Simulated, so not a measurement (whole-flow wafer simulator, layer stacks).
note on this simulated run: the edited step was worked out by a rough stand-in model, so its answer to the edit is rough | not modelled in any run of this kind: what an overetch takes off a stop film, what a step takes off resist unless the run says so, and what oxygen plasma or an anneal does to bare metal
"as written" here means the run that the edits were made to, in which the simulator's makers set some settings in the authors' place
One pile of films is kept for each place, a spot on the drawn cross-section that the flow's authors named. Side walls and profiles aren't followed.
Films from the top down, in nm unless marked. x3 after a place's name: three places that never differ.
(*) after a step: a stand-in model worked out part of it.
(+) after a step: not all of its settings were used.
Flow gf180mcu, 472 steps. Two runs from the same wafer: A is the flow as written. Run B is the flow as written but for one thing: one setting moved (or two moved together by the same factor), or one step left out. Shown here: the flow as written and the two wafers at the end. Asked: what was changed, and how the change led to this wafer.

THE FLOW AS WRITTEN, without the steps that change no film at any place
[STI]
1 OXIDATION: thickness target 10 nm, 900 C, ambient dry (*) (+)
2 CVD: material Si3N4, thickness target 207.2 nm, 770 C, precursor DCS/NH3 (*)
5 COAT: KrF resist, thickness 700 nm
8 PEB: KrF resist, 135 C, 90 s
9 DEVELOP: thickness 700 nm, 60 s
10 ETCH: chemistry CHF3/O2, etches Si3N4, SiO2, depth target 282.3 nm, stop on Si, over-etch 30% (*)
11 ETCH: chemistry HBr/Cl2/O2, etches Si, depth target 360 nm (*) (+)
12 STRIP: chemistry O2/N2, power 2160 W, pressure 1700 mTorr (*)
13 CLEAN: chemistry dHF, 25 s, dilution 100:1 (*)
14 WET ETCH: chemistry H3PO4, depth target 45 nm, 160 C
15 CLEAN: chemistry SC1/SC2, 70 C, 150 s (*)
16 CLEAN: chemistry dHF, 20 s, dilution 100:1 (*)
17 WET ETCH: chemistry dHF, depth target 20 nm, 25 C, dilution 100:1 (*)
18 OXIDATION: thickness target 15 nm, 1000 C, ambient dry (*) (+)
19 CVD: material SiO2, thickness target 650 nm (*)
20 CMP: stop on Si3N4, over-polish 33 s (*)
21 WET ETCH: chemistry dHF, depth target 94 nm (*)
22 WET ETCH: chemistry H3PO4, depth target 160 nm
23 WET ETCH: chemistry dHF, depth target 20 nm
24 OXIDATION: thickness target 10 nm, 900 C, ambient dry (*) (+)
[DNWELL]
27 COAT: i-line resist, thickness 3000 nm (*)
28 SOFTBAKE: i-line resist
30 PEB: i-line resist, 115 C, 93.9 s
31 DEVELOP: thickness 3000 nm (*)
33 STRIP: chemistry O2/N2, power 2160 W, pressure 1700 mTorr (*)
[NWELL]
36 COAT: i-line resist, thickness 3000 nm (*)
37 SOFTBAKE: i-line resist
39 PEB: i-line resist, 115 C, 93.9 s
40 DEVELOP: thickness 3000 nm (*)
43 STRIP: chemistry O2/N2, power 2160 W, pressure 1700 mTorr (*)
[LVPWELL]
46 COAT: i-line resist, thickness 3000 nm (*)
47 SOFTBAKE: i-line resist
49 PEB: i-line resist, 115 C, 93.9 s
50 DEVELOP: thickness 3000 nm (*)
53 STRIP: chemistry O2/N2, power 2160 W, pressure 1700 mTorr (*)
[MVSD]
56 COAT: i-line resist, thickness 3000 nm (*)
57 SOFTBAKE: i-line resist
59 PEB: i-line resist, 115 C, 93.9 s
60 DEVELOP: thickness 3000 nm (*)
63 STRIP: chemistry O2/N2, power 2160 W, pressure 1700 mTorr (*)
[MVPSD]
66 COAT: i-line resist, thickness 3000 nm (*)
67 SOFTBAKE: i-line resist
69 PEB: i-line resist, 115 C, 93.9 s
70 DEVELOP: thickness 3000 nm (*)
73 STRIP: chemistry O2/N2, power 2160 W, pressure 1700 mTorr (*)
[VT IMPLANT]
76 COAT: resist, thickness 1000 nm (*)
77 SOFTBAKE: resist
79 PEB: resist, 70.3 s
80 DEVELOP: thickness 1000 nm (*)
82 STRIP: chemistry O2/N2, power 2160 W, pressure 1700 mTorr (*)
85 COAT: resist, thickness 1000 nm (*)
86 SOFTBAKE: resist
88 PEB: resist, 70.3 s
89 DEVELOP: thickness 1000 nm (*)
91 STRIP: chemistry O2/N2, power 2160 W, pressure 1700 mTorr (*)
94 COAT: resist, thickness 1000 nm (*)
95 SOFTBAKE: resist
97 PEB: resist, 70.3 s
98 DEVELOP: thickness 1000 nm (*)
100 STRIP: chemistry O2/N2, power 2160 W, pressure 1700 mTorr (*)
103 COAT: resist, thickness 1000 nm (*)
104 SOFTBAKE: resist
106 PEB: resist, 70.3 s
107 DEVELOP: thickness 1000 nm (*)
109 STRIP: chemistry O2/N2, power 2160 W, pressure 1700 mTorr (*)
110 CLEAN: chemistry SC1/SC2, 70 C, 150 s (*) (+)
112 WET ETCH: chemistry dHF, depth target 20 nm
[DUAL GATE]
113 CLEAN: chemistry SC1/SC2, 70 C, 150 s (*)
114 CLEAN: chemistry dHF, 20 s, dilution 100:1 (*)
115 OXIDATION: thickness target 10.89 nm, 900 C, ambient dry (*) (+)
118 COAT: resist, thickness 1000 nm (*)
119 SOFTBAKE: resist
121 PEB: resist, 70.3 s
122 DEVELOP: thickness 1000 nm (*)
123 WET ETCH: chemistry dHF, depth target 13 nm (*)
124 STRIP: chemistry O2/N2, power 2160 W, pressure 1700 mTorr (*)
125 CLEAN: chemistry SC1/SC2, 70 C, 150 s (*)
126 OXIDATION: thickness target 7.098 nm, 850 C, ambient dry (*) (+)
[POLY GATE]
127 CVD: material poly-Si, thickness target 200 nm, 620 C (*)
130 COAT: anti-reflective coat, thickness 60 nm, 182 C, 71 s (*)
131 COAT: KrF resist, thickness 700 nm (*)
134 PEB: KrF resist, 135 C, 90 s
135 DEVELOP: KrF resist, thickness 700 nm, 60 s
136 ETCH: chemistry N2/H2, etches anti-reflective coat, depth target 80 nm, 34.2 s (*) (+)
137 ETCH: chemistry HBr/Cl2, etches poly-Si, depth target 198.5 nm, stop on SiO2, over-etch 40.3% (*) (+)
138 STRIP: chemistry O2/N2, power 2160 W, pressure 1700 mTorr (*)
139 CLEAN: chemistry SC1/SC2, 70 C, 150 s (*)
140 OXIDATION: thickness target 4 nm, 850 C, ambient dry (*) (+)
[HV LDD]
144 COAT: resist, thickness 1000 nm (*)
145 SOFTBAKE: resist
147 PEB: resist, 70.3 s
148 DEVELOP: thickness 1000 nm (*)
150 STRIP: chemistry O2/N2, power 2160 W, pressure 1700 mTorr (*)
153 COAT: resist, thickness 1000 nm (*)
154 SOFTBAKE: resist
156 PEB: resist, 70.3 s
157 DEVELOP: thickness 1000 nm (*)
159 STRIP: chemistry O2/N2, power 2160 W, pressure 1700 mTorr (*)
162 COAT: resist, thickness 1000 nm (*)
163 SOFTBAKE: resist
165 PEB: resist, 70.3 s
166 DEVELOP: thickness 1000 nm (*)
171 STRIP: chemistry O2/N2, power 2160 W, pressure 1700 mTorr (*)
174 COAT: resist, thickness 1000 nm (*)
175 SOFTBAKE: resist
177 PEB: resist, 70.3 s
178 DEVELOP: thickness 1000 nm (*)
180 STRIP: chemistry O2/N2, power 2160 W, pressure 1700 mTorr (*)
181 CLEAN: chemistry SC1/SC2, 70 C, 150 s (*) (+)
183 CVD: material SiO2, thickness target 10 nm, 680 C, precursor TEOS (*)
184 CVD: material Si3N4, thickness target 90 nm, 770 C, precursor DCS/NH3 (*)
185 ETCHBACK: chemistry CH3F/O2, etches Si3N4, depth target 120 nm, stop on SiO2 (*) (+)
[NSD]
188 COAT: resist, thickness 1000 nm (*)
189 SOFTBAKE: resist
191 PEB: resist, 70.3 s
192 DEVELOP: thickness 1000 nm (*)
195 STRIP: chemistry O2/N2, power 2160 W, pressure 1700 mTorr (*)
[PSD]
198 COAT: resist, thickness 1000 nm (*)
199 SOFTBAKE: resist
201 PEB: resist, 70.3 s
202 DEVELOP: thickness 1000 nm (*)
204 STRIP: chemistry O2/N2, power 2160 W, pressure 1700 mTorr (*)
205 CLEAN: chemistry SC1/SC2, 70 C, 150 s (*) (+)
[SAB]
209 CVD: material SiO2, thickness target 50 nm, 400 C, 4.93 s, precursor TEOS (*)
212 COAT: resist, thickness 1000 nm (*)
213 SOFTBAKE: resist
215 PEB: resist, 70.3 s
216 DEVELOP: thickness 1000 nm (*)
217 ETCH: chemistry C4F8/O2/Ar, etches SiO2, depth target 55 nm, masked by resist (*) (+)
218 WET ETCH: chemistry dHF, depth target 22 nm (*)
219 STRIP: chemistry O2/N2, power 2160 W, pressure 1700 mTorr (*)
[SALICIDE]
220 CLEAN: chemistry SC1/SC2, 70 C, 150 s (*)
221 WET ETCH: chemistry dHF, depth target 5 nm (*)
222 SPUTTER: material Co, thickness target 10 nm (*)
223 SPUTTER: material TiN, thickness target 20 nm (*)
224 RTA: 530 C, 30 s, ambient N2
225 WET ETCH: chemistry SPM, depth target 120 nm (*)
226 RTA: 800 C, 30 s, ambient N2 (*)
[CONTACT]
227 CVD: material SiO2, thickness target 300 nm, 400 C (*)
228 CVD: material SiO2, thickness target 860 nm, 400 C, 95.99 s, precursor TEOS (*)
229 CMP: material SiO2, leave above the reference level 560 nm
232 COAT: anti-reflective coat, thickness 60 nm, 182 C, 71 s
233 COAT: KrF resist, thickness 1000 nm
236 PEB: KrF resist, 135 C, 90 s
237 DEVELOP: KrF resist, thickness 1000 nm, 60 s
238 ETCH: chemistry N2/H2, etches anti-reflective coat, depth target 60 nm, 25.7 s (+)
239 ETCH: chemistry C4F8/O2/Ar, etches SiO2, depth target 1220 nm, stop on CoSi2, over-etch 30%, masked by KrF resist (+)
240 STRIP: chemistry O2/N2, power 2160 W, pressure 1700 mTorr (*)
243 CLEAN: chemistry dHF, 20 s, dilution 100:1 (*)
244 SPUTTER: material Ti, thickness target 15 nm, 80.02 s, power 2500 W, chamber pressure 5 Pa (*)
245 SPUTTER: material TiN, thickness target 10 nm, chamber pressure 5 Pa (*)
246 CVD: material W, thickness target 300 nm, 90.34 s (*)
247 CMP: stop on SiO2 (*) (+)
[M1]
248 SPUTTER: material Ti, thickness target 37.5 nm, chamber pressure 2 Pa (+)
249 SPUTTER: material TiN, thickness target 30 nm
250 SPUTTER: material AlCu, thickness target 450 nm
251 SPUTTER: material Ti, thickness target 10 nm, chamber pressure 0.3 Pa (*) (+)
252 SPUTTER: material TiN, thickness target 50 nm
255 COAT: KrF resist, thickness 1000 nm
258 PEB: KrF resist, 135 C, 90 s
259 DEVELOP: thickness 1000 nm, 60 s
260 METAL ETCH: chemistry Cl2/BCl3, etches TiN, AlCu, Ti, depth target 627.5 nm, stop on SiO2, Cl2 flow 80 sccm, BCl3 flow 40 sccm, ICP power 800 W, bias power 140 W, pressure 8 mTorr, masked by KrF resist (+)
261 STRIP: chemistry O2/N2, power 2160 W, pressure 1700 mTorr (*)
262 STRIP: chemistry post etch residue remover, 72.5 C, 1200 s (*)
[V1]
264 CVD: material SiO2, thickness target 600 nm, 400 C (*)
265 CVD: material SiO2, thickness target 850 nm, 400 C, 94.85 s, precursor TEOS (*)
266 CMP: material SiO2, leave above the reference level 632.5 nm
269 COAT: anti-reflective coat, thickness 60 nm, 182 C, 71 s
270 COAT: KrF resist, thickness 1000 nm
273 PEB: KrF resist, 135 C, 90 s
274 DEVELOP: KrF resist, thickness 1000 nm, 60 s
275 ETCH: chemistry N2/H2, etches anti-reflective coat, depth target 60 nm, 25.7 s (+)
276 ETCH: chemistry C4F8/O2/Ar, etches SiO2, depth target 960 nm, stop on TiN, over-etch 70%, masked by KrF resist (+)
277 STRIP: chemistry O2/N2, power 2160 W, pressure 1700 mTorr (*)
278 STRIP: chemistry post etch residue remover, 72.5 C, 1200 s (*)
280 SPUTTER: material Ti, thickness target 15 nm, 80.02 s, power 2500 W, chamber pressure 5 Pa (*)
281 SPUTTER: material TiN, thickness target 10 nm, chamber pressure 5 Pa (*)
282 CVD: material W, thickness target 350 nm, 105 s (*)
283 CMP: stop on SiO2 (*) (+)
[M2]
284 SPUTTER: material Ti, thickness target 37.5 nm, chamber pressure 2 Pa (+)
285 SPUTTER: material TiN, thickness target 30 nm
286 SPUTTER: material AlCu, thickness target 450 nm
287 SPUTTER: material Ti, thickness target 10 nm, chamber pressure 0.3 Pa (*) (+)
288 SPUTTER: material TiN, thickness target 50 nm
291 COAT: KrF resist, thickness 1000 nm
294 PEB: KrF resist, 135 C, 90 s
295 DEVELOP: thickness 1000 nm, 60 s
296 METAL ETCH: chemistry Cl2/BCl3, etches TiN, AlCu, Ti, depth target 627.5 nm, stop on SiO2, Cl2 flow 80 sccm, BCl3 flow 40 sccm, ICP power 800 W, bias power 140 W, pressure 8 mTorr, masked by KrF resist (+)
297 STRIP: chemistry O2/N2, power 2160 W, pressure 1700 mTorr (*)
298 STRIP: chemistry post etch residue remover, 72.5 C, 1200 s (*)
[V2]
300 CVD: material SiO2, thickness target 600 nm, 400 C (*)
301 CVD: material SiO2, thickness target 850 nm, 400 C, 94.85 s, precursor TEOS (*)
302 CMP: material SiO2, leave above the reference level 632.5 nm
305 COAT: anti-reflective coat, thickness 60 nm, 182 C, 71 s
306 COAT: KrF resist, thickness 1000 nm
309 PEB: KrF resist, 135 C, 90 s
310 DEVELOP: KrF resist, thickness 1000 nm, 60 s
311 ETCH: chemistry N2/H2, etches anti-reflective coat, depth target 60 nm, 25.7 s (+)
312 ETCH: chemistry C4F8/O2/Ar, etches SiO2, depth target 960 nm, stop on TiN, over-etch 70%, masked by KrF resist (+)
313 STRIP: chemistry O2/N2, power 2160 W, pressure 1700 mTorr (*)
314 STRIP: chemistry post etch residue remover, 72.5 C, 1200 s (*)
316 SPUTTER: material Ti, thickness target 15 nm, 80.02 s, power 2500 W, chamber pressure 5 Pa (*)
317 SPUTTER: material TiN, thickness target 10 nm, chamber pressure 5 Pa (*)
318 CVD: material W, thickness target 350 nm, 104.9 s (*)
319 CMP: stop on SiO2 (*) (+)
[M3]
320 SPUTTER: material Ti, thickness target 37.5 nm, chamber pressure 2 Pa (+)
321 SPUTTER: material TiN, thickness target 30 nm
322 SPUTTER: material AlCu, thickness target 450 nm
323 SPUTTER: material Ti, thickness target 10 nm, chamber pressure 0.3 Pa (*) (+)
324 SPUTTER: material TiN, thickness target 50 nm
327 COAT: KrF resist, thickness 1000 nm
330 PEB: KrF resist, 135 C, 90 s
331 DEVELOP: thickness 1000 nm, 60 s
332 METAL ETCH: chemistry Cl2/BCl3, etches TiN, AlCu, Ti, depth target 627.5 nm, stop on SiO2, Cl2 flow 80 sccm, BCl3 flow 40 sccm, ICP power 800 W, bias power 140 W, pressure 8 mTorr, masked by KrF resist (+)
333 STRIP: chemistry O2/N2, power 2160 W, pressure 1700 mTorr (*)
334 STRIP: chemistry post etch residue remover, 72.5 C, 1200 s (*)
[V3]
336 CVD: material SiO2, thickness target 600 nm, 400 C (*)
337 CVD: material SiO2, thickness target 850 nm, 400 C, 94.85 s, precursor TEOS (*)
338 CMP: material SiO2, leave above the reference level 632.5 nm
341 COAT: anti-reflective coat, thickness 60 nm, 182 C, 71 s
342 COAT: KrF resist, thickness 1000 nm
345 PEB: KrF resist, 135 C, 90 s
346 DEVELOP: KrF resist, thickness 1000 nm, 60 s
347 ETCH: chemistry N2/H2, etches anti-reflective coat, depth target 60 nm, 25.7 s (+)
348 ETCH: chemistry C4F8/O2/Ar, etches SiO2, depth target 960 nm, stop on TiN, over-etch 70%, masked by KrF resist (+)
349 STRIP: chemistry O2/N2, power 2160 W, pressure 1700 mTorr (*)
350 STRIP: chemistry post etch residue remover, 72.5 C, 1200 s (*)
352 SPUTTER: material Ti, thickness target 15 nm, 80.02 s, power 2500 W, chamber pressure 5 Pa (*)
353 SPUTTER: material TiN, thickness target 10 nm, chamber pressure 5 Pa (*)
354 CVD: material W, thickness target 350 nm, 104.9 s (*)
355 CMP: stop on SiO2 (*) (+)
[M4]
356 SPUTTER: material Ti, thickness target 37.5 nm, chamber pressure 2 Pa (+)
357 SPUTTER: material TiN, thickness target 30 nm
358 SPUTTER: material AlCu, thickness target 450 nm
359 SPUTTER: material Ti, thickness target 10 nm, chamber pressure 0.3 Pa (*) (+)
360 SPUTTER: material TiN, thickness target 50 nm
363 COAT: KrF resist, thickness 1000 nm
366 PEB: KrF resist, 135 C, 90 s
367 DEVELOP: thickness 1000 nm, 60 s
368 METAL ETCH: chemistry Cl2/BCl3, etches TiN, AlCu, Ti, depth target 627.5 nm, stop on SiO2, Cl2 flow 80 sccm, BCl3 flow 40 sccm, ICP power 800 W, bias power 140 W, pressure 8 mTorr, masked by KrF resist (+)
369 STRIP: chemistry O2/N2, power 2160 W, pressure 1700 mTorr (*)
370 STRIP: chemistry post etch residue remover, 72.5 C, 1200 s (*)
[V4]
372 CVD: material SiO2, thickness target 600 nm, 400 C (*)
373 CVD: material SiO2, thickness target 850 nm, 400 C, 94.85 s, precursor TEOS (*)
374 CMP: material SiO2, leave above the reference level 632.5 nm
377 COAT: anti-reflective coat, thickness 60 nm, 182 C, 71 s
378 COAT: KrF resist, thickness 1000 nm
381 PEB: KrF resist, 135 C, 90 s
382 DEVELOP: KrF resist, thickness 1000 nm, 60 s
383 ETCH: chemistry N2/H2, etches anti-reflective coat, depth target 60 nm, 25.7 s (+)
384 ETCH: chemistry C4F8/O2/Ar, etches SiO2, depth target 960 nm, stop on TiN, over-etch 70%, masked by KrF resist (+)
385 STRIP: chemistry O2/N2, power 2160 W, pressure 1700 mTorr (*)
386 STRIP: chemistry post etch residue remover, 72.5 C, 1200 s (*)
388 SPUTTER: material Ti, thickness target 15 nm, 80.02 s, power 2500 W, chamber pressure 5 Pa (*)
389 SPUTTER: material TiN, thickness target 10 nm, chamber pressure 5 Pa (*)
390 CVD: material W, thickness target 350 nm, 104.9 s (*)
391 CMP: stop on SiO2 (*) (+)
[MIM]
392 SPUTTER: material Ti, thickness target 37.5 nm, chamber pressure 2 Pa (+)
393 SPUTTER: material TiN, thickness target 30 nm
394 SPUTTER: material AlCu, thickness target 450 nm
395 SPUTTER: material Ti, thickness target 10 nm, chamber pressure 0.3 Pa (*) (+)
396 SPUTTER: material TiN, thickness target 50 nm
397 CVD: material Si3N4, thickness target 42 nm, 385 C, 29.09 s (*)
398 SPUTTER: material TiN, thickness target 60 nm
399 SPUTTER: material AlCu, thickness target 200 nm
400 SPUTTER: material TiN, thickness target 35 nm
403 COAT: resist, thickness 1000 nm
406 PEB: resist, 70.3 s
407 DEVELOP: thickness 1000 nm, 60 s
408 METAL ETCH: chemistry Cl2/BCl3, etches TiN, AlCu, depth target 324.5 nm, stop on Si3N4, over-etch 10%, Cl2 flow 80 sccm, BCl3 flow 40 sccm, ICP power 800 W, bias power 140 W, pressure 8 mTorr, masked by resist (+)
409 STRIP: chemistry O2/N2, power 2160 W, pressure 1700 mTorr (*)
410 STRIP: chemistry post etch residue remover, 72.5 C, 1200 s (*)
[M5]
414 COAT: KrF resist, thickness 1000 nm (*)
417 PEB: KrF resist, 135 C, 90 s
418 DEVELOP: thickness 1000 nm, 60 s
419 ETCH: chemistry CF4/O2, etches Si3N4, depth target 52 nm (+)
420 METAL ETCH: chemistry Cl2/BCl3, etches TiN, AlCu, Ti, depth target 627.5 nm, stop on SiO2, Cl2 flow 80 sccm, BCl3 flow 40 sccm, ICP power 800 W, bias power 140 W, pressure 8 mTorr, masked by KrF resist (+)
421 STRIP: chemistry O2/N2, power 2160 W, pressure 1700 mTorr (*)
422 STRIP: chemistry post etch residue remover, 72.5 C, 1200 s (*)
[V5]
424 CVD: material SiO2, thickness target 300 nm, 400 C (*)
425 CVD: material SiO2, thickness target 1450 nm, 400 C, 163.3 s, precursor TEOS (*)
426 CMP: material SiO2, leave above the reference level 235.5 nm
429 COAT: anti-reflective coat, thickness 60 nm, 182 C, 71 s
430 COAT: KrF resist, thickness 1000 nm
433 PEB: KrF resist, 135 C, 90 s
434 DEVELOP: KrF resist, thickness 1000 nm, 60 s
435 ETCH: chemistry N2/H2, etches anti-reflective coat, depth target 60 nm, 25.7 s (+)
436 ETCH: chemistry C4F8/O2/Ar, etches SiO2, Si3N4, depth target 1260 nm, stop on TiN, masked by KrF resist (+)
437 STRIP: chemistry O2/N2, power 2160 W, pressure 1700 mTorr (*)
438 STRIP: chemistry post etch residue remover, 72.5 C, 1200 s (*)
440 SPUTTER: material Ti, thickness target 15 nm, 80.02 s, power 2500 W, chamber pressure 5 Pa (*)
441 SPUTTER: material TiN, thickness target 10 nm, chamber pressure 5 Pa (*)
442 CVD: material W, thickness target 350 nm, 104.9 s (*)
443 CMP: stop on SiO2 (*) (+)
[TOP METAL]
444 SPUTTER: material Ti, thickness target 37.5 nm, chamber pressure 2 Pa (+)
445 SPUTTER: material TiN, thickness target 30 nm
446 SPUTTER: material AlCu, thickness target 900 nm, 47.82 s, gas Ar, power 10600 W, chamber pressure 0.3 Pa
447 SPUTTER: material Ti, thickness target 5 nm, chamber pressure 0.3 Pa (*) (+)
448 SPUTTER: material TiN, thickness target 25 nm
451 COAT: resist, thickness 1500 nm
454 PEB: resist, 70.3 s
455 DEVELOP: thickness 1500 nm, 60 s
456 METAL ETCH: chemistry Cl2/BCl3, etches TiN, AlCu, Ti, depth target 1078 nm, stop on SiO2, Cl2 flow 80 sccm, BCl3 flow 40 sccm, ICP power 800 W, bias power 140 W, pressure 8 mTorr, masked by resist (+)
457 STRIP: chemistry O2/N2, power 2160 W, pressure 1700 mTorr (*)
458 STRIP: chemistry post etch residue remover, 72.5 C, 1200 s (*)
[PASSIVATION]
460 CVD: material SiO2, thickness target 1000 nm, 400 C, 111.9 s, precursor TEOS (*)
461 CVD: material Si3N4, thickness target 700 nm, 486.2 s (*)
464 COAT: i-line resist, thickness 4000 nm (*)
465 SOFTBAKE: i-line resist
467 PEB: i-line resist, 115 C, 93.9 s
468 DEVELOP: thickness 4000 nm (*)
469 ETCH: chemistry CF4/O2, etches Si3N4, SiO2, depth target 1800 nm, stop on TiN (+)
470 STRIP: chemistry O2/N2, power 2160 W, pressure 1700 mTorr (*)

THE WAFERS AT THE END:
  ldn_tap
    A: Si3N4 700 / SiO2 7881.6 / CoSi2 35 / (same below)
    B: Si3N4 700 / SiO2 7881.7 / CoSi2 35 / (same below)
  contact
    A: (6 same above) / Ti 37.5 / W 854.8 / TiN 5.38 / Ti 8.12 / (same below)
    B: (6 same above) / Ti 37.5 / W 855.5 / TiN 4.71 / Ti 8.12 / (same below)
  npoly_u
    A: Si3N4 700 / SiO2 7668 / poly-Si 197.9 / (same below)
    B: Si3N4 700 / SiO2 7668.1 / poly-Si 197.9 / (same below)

The cause: step 441, SPUTTER: thickness target 8.75 nm was run, where the flow has thickness target 10 nm.

How the change led to this, step by step:
  441 SPUTTER: material TiN, thickness target 10 nm, chamber pressure 5 Pa (*)
      field, field__w1, field__w2 and 108 more: A TiN +10 (new film) | B TiN +8.75 (new film)
      contact: A TiN +5.38 (new film) | B TiN +4.71 (new film)
  443 CMP: stop on SiO2 (*) (+)
      field, field__w1, field__w2 and 108 more: A W -350 (all of it), TiN -10 (all of it), Ti -15 (all of it), SiO2 -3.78 | B W -350 (all of it), TiN -8.75 (all of it), Ti -15 (all of it), SiO2 -3.77
